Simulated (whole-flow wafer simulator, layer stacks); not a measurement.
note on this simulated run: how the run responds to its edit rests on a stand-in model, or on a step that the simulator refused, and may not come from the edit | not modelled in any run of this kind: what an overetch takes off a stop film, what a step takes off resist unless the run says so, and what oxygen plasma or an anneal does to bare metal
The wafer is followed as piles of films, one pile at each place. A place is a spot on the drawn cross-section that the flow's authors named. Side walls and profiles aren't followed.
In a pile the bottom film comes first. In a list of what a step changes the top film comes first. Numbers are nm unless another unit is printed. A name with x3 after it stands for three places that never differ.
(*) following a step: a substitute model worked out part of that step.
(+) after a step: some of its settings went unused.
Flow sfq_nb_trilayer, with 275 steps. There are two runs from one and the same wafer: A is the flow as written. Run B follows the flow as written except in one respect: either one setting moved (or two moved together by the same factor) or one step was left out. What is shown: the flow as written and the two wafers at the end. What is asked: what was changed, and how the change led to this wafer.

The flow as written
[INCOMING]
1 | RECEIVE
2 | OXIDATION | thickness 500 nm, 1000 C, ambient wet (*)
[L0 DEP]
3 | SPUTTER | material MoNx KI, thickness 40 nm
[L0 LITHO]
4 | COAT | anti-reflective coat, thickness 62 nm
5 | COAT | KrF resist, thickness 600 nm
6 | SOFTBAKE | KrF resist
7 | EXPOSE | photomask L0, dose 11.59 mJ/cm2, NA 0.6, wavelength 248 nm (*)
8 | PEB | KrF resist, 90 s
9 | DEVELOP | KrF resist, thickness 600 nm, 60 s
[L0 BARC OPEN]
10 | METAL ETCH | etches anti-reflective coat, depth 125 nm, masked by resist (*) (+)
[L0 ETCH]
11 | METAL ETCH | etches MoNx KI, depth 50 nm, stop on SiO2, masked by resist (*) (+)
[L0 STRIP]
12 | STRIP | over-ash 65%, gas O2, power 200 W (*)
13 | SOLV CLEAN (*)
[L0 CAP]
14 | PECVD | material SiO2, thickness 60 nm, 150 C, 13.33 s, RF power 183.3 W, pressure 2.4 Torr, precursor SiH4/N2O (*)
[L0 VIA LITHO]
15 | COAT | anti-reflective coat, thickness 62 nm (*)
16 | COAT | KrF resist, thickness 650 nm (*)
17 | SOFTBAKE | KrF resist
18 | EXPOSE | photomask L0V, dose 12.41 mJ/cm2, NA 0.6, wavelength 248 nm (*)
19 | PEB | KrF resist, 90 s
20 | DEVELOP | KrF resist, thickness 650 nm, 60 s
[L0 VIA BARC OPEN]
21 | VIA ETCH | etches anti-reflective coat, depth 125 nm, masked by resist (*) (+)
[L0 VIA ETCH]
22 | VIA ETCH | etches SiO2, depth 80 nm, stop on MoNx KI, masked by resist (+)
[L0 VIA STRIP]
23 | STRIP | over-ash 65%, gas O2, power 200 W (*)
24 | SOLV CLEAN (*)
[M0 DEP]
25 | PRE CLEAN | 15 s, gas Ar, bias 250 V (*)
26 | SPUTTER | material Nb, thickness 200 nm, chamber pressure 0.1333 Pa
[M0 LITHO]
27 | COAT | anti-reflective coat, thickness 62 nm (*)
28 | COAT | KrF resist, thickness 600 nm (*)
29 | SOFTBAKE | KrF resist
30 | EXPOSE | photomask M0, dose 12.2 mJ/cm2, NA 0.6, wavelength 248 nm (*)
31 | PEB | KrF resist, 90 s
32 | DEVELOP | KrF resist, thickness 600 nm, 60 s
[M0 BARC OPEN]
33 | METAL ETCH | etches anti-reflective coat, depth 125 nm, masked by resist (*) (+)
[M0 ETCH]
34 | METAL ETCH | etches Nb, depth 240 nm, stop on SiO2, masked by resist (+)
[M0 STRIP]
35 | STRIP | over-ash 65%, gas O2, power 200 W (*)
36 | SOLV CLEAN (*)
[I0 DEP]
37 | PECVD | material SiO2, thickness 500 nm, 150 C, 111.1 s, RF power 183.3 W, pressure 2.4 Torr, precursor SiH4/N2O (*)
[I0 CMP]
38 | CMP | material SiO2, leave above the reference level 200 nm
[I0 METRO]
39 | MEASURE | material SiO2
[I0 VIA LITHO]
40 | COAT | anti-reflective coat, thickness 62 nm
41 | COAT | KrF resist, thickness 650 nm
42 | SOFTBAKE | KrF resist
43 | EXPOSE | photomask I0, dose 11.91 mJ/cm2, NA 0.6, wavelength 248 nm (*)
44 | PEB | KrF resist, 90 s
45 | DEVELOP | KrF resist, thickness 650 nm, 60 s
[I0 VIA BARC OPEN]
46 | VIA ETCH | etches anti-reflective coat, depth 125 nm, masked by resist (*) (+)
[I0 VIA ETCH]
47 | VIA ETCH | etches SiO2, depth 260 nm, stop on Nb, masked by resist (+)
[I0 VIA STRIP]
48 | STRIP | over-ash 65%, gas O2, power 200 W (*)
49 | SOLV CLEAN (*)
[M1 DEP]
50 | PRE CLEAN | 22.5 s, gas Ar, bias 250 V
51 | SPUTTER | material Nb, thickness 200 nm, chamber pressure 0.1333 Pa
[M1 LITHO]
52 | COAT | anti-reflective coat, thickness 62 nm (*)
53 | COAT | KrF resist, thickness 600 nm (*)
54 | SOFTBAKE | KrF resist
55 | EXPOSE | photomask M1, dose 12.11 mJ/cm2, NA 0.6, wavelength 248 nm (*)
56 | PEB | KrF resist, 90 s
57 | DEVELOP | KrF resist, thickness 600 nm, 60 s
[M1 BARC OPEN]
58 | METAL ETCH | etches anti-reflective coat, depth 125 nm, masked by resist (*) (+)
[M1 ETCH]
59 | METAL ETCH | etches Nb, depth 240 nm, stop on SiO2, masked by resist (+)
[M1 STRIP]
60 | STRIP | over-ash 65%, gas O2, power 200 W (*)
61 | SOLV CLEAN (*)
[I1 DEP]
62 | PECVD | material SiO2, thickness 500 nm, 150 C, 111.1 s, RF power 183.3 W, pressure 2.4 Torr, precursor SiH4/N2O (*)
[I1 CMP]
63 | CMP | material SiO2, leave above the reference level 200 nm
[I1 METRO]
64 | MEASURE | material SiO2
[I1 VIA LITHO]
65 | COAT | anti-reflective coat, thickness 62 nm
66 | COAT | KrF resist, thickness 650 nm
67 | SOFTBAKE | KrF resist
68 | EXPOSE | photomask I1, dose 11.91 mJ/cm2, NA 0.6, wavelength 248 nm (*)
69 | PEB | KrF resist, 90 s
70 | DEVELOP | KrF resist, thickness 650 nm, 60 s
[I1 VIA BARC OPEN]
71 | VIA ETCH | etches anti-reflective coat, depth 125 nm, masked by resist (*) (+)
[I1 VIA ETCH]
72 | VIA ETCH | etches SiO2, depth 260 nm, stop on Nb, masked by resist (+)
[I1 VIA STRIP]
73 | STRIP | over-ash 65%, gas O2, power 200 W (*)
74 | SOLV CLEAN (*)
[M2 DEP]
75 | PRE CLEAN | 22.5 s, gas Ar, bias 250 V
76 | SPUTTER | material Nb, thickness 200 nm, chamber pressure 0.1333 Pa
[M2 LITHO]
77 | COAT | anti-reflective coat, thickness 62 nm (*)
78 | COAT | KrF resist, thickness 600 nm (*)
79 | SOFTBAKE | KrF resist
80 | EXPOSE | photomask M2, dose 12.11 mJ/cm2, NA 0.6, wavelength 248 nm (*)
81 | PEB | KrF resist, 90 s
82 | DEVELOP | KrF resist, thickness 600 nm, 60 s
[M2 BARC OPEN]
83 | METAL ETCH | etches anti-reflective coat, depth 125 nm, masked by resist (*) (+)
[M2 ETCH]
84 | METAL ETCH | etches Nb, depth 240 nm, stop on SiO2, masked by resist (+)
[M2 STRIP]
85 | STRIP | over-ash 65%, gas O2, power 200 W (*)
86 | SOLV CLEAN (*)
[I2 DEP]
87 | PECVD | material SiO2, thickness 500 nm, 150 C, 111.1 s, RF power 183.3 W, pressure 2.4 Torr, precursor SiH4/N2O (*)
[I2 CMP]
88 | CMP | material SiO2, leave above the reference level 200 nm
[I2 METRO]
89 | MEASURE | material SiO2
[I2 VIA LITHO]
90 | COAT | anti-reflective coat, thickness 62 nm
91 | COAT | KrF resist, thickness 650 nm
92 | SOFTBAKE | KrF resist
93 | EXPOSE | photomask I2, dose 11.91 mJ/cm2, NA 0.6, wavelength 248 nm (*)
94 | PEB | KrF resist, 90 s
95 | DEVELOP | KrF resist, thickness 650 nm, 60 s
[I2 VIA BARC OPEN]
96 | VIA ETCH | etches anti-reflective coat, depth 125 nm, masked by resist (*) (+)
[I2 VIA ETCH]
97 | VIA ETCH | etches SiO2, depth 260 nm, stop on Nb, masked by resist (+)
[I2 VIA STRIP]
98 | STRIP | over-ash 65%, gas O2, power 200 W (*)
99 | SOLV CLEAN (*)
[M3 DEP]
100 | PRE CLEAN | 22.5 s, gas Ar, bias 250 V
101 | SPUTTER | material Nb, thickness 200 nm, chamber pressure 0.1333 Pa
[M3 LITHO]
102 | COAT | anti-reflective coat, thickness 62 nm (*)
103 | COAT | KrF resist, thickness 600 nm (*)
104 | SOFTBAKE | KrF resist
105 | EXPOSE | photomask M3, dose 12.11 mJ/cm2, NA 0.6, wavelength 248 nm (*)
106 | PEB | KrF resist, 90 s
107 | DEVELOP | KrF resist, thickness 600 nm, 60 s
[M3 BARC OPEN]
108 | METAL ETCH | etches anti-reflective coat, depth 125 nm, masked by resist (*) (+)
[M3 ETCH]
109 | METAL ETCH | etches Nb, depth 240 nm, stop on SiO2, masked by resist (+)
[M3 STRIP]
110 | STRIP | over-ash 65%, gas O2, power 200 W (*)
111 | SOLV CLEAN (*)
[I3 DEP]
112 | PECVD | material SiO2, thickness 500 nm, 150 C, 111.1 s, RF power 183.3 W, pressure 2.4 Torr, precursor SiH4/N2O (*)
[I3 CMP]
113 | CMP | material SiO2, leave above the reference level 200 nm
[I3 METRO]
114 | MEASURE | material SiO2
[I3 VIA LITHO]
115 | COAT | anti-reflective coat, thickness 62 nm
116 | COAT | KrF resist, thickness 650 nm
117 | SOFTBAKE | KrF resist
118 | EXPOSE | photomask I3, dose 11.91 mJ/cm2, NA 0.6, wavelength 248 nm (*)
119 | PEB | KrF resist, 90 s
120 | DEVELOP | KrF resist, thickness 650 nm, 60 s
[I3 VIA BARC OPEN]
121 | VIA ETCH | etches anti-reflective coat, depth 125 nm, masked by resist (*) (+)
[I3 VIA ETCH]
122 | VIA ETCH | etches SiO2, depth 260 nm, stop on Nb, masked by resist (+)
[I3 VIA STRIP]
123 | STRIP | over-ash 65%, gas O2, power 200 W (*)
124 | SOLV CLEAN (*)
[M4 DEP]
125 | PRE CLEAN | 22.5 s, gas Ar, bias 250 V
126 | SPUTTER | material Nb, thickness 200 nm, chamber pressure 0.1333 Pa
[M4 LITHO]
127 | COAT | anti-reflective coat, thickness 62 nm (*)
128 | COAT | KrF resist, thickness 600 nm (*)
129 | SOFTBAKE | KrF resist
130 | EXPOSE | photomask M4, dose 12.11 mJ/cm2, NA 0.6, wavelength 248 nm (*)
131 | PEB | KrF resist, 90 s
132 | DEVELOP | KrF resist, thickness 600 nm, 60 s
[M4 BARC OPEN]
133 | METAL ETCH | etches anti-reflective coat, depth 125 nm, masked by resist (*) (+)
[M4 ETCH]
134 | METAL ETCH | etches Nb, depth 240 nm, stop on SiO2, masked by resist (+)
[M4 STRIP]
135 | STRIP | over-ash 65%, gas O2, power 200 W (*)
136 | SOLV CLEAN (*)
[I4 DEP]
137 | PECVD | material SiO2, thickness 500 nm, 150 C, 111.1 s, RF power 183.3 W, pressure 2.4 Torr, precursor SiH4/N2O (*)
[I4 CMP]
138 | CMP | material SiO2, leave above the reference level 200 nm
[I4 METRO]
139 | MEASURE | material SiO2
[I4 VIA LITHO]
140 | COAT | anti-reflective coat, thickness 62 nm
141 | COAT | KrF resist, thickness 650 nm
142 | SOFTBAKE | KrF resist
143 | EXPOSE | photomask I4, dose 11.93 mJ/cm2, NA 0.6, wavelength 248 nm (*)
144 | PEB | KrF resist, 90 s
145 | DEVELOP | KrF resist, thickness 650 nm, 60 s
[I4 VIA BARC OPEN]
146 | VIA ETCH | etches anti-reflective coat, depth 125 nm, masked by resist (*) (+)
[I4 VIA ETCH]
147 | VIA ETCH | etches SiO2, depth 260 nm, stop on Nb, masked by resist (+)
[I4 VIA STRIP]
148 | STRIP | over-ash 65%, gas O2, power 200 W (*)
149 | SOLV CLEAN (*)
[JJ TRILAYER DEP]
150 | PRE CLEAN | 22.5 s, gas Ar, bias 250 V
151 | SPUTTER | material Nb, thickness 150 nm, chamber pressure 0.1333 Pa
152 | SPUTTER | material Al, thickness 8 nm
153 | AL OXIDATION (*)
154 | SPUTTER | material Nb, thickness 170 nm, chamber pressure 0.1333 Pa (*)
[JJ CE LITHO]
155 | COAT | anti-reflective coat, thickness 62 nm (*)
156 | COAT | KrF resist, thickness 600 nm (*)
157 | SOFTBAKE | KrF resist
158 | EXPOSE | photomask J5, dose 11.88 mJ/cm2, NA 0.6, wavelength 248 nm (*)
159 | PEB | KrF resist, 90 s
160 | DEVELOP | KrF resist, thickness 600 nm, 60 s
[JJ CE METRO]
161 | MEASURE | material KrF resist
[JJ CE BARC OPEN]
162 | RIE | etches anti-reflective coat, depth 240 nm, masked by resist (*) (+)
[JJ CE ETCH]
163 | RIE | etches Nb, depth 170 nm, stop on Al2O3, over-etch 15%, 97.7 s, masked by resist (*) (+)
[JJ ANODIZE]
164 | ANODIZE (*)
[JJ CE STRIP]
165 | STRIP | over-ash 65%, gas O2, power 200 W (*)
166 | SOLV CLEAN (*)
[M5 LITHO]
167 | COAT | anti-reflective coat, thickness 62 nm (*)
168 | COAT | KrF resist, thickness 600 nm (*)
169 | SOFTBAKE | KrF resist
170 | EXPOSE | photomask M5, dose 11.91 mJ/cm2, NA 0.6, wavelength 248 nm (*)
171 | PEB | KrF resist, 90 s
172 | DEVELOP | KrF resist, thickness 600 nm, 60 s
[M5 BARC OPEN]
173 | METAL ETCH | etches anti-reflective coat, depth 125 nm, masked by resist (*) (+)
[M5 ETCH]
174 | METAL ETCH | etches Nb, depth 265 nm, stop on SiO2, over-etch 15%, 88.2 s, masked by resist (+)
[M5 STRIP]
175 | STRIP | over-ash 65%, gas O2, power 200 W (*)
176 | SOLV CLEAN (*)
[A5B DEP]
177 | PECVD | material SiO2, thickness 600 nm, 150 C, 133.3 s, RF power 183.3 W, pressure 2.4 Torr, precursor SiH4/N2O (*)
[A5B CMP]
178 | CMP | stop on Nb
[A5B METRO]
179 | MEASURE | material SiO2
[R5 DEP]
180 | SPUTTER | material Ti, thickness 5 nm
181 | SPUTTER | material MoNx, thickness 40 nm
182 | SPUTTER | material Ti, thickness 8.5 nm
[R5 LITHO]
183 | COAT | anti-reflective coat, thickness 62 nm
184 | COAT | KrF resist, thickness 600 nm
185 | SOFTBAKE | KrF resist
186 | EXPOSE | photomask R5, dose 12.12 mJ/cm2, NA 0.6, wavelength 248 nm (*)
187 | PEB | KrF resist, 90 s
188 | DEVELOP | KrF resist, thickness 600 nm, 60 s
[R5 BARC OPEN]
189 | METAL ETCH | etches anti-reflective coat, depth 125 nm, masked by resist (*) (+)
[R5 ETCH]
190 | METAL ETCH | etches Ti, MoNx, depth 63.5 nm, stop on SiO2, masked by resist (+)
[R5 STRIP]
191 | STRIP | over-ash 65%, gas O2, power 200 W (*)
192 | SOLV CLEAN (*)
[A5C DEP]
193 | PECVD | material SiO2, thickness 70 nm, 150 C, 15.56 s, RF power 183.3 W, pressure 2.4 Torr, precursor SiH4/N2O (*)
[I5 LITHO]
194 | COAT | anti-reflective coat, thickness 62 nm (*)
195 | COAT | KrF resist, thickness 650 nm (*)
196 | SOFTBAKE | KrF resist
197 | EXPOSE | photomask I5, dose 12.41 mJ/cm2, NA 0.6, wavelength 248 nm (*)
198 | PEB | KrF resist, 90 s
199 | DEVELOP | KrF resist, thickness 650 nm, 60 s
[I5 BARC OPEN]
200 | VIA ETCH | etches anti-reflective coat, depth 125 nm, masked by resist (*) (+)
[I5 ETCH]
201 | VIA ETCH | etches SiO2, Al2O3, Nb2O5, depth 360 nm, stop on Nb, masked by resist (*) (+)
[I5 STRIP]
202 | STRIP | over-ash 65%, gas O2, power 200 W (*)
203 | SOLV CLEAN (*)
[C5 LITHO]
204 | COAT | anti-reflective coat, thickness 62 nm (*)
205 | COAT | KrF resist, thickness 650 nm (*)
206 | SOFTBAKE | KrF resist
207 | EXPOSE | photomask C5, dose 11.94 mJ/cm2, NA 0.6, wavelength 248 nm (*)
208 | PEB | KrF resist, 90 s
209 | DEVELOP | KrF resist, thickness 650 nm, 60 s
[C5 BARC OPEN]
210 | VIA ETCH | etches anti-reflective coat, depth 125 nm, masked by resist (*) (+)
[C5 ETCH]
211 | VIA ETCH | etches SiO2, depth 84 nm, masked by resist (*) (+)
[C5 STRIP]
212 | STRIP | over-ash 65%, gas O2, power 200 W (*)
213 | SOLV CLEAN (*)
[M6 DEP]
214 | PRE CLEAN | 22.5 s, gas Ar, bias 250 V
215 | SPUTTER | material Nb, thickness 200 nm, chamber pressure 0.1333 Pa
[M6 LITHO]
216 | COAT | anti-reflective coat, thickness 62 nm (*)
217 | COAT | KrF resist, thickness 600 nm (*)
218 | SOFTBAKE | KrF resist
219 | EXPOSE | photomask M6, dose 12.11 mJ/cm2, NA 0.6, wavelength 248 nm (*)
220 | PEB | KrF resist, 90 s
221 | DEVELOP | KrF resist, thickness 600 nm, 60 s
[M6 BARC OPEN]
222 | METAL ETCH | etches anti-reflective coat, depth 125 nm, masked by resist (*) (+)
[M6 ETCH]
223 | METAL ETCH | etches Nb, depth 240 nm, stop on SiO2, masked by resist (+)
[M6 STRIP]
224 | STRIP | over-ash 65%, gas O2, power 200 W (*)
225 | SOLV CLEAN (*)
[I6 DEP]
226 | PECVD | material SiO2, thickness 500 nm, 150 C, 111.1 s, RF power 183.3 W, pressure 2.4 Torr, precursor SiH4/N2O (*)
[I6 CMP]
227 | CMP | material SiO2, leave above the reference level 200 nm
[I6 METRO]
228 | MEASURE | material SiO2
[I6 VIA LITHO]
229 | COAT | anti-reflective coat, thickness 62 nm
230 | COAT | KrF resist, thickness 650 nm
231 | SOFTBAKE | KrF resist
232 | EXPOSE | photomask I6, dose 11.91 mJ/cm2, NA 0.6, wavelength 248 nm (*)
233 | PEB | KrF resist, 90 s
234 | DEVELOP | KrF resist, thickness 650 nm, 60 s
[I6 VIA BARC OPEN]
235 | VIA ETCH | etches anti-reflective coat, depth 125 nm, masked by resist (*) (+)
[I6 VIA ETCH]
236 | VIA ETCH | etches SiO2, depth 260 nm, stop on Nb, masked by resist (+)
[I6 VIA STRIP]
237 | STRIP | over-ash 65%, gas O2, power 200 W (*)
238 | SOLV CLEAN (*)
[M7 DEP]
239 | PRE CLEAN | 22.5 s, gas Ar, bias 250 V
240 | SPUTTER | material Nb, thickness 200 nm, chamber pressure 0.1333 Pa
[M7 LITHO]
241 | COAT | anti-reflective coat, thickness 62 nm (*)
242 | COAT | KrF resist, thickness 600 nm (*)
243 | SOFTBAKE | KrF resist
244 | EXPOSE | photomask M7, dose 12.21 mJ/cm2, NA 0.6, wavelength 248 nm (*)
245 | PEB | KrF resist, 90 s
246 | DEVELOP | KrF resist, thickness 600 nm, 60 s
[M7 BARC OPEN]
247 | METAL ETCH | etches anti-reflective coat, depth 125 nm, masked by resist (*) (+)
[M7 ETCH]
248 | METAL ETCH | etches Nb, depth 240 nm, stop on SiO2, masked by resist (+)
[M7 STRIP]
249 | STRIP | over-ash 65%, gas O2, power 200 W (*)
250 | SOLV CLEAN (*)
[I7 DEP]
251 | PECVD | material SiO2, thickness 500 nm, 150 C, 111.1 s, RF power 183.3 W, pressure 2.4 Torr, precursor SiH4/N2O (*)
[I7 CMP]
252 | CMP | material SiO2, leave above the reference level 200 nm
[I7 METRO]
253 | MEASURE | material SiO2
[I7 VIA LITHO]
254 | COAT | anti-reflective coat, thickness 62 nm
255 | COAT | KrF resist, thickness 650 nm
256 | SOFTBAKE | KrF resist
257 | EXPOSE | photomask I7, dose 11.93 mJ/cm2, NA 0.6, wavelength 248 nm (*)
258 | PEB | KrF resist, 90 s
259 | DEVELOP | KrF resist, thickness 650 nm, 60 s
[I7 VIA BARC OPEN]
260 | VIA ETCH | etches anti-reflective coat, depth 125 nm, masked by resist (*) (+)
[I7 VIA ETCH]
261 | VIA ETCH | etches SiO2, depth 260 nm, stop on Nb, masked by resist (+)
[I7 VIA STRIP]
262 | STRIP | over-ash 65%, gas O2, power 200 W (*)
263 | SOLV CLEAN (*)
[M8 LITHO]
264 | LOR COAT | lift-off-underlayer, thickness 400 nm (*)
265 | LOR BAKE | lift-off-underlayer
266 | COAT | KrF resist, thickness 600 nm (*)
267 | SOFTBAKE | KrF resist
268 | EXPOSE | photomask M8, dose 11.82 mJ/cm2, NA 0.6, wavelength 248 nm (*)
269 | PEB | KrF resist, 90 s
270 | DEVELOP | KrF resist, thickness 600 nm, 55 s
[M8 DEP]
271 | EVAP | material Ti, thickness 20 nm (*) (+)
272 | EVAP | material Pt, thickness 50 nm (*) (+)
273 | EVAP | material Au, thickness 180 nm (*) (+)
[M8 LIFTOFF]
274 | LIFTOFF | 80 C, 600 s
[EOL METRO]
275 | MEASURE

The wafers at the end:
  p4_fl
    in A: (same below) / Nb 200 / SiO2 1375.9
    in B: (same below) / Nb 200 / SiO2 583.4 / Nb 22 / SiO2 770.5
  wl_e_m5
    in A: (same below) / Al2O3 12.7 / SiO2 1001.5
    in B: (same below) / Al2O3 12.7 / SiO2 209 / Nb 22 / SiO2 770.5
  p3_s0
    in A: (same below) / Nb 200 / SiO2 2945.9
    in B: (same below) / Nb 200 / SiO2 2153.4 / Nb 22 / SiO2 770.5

The reason: step 222, METAL ETCH: etches anti-reflective coat, depth 125 nm, masked by resist (*) (+), was omitted.

The path from the change to this, step by step:
  223 | METAL ETCH | etches Nb, depth 240 nm, stop on SiO2, masked by resist (+)
      ln_m5, p4_fl, p4_fm and 58 more: A -200 Nb (all of it) | B -62 anti-reflective coat (all of it), -178 Nb
      field_r, lsp_m, lsp_r, l0_sur, l0v, wl_a_sl, wl_a_sr, wl_g_sr: A -200 Nb (all of it) | B -61.9 anti-reflective coat (all of it), -178.1 Nb
      (also at 10 further places)
  224 | STRIP | over-ash 65%, gas O2, power 200 W (*)
      wl_j_sl, wl_j_sr: A -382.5 KrF resist (all of it), -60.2 anti-reflective coat (all of it) | B -434.2 KrF resist (all of it), -60.2 anti-reflective coat (all of it)
      wl_c_m6, wl_f_m6: A -382.3 KrF resist (all of it), -62 anti-reflective coat (all of it) | B -433.9 KrF resist (all of it), -62 anti-reflective coat (all of it)
      (also at 23 further places)
  226 | PECVD | material SiO2, thickness 500 nm, 150 C, 111.1 s, RF power 183.3 W, pressure 2.4 Torr, precursor SiH4/N2O (*)
      field_l, p4_fl, p4_fm and 62 more: A +500 SiO2 | B +500 SiO2 (new film)
      field_r, lsp_l, ln_m5, lsp_m: A +493.6 SiO2 | B +494.3 SiO2 (new film)
      (also at 10 further places)
  227 | CMP | material SiO2, leave above the reference level 200 nm
      p4_fl, p4_fm, p4_w1 and 55 more: A -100 SiO2 | B -122 SiO2
      lsp_r, l0_sur, l0v: A -91.9 SiO2 | B -114.7 SiO2
      (also at 14 further places)
If metal films that touch count as one body, p4_fl has 3 bodies (between them, from the top down: SiO2 583.4; SiO2 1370); the flow as written gives 2 bodies (between them, from the top down: SiO2 1370).
If metal films that touch count as one body, wl_e_m5 has 7 bodies (between them, from the top down: SiO2 209 / Al2O3 12.7 / Nb2O5 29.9; SiO2 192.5; SiO2 192.5; SiO2 192.5; SiO2 192.5; SiO2 192.5); the flow as written gives 6 bodies (between them, from the top down: SiO2 192.5; SiO2 192.5; SiO2 192.5; SiO2 192.5; SiO2 192.5).
If metal films that touch count as one body, p3_s0 has 2 bodies (between them, from the top down: SiO2 2153.4); the flow as written gives 1 body.
